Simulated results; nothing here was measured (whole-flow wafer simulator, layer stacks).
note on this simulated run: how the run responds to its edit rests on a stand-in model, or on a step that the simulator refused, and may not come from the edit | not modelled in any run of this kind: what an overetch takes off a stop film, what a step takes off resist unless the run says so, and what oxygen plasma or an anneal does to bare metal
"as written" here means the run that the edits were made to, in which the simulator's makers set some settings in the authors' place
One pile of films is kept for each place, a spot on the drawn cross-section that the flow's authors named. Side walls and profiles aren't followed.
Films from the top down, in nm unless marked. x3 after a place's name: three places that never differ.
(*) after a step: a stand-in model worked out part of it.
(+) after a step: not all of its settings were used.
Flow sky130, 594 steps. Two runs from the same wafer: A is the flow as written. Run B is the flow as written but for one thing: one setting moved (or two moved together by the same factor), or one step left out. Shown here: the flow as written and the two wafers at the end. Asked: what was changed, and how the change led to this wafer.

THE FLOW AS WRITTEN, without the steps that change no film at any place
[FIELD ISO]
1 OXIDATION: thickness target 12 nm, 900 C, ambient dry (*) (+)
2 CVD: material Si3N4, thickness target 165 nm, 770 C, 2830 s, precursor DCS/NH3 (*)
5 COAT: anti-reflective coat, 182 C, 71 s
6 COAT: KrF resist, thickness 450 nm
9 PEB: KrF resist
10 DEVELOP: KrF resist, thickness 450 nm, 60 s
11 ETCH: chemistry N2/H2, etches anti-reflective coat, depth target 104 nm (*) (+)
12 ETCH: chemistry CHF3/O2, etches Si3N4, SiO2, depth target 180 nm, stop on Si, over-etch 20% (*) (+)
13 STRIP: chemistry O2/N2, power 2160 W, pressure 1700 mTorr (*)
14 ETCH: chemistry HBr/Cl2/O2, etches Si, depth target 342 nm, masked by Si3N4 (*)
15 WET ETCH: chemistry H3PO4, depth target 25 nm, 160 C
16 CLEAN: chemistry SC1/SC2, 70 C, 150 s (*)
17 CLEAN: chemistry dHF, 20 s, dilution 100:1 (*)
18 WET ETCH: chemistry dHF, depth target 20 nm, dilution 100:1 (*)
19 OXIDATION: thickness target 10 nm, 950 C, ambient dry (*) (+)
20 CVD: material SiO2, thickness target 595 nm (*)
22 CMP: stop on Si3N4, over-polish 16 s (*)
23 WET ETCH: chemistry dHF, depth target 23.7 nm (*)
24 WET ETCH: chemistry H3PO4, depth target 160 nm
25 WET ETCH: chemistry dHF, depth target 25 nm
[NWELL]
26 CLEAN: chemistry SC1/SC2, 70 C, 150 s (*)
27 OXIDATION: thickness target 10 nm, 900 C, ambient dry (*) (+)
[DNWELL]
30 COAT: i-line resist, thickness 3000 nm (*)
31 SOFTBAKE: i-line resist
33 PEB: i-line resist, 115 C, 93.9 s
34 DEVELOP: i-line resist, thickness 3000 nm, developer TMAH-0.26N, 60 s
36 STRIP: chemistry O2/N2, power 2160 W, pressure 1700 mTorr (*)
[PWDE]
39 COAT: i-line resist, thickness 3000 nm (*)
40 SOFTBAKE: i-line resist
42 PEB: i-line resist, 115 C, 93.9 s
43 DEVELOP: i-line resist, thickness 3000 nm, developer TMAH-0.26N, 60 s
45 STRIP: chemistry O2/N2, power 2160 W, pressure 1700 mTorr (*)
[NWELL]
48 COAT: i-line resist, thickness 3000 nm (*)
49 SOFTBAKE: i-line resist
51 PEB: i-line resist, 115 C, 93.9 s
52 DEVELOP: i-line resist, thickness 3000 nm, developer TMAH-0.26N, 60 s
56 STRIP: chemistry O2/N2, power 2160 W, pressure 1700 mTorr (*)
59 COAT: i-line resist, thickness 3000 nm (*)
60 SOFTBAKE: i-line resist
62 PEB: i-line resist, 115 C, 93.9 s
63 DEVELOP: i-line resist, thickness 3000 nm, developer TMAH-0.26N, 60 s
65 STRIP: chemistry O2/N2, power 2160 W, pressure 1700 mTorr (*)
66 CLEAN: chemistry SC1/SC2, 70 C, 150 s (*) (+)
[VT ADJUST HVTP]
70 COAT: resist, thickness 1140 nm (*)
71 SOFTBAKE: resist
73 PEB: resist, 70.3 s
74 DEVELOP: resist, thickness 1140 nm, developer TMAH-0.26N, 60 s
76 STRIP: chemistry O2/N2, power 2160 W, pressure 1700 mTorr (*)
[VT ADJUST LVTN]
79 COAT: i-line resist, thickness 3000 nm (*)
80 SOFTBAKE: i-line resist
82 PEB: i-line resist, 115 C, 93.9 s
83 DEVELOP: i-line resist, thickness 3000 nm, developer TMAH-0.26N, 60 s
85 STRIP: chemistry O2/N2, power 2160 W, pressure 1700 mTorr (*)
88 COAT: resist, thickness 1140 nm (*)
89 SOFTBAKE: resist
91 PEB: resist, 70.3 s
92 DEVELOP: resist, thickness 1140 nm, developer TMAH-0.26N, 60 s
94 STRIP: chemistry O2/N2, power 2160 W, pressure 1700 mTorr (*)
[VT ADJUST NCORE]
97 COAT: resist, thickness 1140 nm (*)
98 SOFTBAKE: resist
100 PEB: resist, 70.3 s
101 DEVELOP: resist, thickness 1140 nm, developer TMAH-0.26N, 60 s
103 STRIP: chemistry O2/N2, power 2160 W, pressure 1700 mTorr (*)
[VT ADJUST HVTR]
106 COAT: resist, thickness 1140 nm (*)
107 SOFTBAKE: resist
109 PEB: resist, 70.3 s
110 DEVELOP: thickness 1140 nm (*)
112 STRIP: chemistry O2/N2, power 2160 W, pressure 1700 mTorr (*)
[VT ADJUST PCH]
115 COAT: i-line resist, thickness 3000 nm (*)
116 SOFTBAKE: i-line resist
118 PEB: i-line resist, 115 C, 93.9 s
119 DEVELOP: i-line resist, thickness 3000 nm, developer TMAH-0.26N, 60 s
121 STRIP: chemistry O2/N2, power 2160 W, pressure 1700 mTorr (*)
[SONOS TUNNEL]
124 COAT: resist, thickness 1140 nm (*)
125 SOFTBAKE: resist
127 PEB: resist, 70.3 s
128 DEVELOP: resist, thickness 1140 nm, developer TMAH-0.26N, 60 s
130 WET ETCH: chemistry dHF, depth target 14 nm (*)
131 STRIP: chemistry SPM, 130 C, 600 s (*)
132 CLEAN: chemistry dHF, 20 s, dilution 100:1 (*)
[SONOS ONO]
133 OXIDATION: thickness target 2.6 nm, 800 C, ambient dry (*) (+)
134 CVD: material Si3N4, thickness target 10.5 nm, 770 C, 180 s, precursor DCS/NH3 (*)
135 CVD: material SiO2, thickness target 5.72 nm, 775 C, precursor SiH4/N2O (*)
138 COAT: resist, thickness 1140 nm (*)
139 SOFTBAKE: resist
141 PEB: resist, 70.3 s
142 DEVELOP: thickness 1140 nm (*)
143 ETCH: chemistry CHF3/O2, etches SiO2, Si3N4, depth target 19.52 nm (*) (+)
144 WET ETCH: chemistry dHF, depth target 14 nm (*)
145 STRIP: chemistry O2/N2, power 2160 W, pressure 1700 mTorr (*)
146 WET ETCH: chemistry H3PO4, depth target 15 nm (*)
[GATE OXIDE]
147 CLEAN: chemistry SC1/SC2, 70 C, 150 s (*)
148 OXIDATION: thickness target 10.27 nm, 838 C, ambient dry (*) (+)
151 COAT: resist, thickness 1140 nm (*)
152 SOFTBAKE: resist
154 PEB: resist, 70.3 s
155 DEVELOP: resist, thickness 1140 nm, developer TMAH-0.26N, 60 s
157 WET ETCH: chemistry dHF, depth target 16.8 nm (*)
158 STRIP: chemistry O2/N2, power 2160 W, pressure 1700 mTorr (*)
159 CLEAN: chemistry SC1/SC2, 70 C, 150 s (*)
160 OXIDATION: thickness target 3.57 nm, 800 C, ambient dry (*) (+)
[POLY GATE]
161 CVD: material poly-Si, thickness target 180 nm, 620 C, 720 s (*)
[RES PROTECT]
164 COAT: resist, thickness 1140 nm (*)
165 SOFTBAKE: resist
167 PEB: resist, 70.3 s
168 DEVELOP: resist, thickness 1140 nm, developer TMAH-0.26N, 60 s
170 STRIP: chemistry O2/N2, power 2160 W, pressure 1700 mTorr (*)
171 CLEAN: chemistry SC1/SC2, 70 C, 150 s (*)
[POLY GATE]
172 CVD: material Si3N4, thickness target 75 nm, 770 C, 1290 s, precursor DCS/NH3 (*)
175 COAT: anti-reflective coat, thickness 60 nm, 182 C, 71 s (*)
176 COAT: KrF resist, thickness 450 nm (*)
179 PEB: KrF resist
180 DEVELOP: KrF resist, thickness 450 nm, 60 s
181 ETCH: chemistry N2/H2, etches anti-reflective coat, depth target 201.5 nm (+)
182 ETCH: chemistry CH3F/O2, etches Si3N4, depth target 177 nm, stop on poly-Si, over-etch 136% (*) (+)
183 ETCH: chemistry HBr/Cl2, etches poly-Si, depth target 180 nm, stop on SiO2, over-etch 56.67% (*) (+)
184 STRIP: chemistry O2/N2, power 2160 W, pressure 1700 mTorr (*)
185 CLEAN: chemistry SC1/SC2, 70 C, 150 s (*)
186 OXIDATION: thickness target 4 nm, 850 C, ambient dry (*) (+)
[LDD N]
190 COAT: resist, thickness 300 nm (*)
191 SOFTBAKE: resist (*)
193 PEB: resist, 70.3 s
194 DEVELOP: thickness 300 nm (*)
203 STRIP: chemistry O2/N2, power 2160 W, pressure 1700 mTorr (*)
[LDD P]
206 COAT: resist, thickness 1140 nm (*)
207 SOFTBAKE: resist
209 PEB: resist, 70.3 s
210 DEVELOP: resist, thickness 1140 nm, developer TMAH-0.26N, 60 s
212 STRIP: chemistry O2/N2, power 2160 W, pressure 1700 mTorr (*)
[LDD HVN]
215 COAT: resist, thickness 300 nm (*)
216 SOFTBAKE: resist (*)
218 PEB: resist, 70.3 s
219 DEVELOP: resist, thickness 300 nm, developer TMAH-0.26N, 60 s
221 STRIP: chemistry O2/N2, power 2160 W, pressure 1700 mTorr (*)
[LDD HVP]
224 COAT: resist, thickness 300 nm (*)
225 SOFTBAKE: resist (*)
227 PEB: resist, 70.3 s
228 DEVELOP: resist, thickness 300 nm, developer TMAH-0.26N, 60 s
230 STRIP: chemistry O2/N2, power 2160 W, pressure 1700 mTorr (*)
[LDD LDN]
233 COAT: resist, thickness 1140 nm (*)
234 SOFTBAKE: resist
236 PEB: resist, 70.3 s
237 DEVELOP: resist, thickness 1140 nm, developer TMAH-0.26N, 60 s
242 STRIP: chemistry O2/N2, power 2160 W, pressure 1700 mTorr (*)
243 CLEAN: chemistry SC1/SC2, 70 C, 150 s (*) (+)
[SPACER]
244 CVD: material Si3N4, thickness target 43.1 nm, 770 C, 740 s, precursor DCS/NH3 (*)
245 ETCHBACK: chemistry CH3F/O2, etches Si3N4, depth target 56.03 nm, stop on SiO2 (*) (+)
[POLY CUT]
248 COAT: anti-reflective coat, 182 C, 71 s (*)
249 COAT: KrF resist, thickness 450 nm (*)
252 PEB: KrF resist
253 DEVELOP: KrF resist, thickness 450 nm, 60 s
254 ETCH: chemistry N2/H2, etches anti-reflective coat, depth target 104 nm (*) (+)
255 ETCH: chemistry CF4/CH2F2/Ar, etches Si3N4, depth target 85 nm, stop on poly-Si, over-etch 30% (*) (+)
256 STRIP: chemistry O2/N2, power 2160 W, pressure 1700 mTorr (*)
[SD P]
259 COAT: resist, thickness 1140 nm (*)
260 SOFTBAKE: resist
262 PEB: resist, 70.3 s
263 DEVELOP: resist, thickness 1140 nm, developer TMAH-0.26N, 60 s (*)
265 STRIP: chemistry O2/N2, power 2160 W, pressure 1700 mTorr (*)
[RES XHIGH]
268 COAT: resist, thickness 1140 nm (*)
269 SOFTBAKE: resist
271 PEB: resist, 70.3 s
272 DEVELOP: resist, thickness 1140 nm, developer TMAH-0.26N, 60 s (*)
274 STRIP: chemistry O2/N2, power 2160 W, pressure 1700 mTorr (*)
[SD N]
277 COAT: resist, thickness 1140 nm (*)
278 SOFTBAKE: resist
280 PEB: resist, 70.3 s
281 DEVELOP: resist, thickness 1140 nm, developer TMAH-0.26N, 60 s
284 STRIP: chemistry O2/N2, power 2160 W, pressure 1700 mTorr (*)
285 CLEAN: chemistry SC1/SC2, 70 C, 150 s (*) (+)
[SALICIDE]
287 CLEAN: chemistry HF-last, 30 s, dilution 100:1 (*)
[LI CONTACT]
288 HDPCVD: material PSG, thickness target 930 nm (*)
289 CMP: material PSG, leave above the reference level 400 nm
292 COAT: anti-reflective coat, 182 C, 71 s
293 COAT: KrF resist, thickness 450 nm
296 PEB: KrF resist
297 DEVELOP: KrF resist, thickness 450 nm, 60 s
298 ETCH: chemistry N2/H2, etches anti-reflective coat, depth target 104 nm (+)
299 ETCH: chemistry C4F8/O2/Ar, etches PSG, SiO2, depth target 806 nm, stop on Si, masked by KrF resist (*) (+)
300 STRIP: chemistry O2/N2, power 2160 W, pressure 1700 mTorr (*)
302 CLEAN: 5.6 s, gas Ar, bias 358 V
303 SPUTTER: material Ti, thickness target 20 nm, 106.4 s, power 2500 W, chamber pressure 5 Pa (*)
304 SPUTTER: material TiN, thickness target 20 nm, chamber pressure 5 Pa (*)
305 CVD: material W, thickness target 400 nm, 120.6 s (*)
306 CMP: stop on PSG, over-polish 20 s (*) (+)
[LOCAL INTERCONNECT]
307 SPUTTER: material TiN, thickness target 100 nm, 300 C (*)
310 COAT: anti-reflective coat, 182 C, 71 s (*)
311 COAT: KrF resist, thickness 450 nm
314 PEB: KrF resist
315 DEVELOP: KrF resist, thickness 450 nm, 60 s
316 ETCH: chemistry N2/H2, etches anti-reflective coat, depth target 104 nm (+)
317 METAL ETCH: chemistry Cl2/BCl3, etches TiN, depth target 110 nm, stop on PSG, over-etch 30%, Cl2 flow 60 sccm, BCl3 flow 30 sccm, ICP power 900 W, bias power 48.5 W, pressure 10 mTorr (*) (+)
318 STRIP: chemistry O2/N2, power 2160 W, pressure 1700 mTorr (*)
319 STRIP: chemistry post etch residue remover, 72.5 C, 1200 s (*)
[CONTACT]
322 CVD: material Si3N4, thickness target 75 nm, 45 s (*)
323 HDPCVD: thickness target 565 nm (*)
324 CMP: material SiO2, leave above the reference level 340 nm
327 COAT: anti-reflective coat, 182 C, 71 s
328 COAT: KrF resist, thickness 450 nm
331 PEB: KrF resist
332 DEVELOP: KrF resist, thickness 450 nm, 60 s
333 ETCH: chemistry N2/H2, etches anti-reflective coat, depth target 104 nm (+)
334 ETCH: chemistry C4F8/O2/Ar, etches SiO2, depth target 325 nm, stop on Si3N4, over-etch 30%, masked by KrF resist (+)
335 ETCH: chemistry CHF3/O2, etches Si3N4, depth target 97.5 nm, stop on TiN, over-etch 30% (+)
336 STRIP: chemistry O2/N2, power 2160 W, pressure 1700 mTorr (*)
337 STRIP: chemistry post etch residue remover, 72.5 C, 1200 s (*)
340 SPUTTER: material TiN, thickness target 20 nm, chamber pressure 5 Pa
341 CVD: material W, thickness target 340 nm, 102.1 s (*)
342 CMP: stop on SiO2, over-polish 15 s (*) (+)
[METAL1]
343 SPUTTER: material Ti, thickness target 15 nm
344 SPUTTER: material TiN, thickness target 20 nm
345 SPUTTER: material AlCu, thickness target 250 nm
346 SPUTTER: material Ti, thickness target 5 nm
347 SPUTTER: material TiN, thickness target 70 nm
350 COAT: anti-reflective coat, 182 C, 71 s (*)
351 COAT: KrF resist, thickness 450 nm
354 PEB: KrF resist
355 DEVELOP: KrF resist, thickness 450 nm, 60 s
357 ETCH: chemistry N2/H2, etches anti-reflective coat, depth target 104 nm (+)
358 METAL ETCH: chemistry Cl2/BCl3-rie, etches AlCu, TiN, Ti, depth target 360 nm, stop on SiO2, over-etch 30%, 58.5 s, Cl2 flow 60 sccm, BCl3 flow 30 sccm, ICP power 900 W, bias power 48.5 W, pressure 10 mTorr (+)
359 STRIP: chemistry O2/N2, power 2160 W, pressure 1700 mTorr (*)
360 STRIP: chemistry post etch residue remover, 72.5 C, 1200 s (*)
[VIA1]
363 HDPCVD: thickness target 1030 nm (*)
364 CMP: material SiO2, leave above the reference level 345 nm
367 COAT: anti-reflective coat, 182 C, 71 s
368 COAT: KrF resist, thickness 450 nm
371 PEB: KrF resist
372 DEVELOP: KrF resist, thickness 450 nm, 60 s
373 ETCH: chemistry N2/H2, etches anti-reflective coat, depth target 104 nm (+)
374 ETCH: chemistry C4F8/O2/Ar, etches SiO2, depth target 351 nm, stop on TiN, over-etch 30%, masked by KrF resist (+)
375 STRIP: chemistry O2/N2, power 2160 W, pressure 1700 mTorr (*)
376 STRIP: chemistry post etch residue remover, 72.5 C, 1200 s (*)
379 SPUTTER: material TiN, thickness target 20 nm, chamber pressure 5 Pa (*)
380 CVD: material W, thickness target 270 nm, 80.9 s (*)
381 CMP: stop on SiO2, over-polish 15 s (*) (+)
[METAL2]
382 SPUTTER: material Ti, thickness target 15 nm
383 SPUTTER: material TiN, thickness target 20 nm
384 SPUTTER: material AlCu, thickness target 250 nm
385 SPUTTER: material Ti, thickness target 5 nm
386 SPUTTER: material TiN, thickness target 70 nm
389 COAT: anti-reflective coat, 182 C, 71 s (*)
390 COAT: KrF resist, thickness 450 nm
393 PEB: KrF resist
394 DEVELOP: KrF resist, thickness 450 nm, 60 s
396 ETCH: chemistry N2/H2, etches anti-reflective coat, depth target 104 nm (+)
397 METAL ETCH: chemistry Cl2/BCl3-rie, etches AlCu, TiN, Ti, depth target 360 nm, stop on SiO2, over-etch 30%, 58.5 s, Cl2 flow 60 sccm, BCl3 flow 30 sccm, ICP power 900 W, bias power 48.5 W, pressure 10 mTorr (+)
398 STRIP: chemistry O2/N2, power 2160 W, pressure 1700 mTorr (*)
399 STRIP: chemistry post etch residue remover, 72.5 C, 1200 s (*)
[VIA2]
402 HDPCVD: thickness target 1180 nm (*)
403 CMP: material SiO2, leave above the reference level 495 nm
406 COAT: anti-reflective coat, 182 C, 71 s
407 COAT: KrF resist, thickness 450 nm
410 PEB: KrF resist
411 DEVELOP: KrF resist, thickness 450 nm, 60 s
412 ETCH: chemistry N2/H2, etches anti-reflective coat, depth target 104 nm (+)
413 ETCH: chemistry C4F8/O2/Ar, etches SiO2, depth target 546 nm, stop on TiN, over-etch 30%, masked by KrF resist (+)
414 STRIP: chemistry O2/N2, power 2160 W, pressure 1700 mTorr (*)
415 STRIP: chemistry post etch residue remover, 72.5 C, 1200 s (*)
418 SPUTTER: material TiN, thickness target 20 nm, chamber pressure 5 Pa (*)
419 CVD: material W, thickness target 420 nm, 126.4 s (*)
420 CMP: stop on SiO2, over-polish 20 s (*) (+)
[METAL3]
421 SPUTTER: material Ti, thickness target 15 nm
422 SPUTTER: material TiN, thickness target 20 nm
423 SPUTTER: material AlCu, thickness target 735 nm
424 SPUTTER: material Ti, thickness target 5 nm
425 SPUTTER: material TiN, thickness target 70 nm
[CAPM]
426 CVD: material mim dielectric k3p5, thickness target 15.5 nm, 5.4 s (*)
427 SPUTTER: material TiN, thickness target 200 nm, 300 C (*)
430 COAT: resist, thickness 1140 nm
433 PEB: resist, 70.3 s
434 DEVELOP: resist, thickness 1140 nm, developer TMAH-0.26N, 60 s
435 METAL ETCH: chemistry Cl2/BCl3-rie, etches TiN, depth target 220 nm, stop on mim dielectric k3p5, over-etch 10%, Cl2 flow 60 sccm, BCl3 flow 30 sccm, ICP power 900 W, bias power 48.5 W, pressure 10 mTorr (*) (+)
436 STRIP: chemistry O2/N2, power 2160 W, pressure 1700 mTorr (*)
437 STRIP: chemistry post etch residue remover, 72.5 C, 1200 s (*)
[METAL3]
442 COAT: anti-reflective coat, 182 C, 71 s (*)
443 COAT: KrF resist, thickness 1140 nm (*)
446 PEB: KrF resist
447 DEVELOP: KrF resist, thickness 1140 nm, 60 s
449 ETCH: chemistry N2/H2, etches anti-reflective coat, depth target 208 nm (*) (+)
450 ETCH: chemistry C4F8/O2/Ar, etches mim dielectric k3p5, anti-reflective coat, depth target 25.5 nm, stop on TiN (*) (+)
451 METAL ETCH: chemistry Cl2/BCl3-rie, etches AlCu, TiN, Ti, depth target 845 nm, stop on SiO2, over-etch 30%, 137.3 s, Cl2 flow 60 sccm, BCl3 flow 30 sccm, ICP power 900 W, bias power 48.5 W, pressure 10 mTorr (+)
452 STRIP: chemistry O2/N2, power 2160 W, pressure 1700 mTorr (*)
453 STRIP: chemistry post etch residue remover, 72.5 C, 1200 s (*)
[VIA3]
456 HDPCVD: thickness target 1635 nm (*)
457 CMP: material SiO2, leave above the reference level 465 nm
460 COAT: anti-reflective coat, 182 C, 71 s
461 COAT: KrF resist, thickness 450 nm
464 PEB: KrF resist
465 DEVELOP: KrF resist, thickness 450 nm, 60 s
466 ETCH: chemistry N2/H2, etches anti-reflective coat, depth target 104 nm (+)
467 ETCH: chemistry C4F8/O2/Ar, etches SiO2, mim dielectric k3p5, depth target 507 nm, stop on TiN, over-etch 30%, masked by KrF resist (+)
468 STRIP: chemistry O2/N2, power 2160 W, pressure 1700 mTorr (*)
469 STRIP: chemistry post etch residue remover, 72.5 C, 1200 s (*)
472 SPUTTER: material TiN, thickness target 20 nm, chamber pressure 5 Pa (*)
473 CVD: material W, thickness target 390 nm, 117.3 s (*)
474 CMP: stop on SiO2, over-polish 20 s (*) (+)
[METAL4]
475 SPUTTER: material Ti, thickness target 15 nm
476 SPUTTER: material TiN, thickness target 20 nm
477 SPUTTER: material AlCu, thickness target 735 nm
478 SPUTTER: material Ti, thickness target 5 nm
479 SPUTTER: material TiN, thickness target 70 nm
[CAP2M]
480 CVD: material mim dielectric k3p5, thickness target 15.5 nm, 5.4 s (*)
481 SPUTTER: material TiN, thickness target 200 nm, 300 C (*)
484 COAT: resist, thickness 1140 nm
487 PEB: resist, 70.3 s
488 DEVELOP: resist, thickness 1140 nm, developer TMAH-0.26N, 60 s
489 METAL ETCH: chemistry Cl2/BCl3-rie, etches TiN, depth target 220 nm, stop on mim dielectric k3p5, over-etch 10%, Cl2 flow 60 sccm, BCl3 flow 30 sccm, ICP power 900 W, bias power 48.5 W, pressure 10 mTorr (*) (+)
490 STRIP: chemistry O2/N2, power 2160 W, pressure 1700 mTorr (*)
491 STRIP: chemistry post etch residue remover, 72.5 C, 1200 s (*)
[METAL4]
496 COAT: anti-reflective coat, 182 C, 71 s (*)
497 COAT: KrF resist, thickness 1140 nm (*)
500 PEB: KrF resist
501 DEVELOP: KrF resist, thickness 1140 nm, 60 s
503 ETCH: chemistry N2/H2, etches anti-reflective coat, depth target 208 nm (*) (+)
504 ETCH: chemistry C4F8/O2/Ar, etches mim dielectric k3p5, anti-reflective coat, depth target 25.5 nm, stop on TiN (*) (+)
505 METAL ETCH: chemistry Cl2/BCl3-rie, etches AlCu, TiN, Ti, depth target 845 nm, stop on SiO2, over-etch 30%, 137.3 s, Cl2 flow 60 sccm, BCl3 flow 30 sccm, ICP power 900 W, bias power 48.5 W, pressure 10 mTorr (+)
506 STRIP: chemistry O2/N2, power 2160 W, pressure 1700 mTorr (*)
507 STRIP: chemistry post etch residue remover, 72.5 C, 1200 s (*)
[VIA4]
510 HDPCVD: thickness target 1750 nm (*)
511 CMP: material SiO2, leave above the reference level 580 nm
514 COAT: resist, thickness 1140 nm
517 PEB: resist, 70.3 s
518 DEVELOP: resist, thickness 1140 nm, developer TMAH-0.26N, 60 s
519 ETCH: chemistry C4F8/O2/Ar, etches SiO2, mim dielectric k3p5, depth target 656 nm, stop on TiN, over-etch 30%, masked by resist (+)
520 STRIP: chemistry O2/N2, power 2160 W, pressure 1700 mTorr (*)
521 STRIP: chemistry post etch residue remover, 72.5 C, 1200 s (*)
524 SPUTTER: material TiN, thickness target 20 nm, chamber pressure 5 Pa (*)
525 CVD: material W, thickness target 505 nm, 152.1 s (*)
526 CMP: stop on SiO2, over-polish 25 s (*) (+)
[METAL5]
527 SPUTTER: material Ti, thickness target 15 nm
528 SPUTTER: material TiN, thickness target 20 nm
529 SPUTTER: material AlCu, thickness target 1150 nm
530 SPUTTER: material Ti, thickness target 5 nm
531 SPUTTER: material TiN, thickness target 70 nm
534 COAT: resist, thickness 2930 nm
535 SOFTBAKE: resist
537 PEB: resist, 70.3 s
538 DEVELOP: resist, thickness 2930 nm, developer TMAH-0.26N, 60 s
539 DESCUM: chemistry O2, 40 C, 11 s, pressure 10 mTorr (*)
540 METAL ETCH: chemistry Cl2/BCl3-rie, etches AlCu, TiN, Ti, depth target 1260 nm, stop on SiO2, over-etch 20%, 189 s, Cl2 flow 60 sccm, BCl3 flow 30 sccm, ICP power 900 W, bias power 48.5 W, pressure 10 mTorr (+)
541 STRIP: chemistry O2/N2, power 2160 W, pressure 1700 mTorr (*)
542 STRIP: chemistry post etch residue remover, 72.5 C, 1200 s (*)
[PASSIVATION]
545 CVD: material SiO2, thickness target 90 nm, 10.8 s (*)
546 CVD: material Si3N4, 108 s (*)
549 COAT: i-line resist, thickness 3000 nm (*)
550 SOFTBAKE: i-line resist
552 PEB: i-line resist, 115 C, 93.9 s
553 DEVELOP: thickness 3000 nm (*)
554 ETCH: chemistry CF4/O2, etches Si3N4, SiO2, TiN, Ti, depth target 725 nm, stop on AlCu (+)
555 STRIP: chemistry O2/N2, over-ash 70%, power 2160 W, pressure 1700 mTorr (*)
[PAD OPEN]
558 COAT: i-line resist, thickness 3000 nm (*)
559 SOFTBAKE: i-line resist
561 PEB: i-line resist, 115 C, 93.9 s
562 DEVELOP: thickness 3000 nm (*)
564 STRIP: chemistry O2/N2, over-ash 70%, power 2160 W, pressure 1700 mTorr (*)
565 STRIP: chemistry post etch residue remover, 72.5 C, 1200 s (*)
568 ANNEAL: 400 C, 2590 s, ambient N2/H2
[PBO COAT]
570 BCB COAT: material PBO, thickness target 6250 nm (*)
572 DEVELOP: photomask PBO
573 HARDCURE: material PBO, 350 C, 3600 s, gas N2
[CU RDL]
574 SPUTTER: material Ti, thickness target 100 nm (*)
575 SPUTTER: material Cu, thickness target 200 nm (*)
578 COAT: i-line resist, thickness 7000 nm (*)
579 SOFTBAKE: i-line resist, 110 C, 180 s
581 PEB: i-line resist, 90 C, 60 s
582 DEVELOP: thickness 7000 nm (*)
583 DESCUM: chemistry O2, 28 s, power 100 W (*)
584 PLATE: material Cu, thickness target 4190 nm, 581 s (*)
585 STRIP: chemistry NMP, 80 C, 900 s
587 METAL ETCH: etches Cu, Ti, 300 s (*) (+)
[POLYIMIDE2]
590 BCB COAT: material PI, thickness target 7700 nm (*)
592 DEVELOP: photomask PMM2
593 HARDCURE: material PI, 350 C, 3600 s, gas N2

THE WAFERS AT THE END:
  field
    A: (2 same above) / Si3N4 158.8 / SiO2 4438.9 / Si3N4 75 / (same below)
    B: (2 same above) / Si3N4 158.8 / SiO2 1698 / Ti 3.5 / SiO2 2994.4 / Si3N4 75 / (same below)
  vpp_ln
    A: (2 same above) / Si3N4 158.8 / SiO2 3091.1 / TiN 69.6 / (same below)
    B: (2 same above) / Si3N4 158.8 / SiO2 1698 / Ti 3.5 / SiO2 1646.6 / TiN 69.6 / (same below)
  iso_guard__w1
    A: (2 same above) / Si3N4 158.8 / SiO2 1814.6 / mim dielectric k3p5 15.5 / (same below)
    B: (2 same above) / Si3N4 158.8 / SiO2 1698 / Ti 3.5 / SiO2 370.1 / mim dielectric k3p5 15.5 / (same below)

The cause: step 477, SPUTTER: thickness target 992 nm was run, where the flow has thickness target 735 nm.

How the change led to this, step by step:
  477 SPUTTER: material AlCu, thickness target 735 nm
      field, active, n_well and 189 more: A AlCu +735 (new film) | B AlCu +992 (new film)
  505 METAL ETCH: chemistry Cl2/BCl3-rie, etches AlCu, TiN, Ti, depth target 845 nm, stop on SiO2, over-etch 30%, 137.3 s, Cl2 flow 60 sccm, BCl3 flow 30 sccm, ICP power 900 W, bias power 48.5 W, pressure 10 mTorr (+)
      field, gate, spacer and 68 more: A TiN -70 (all of it), Ti -5 (all of it), AlCu -735 (all of it), TiN -20 (all of it), Ti -15 (all of it), SiO2 -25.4 | B TiN -70 (all of it), Ti -5 (all of it), AlCu -992 (all of it), TiN -20 (all of it), Ti -11.5
      active, vpp_iso1, mim_edge_plate and 14 more: A TiN -70 (all of it), Ti -5 (all of it), AlCu -735 (all of it), TiN -20 (all of it), Ti -15 (all of it), SiO2 -25.3 | B TiN -70 (all of it), Ti -5 (all of it), AlCu -992 (all of it), TiN -20 (all of it), Ti -11.5
  510 HDPCVD: thickness target 1750 nm (*)
      field, active, gate and 85 more: A SiO2 +1750 | B SiO2 +1750 (new film)
  511 CMP: material SiO2, leave above the reference level 580 nm
      field, active, gate and 77 more: A SiO2 -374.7 | B SiO2 -146.5
      iso_guard__w1, mim_edge_gap, vpp_l1ln, vpp_m3ln, rpm_encl, via2_enc, rpm_encl_psd, iso_guard_nsd_tip: A SiO2 -374.6 | B SiO2 -146.5
Counting metal films that touch as one body, field has 1 body; the flow as written gives 0 bodies.
Counting metal films that touch as one body, vpp_ln has 3 bodies (between them, from the top down: SiO2 1646.6; SiO2 267.2); the flow as written gives 2 bodies (between them, from the top down: SiO2 267.2).
Counting metal films that touch as one body, iso_guard__w1 has 2 bodies (between them, from the top down: SiO2 370.1 / mim dielectric k3p5 15.5); the flow as written gives 1 body.
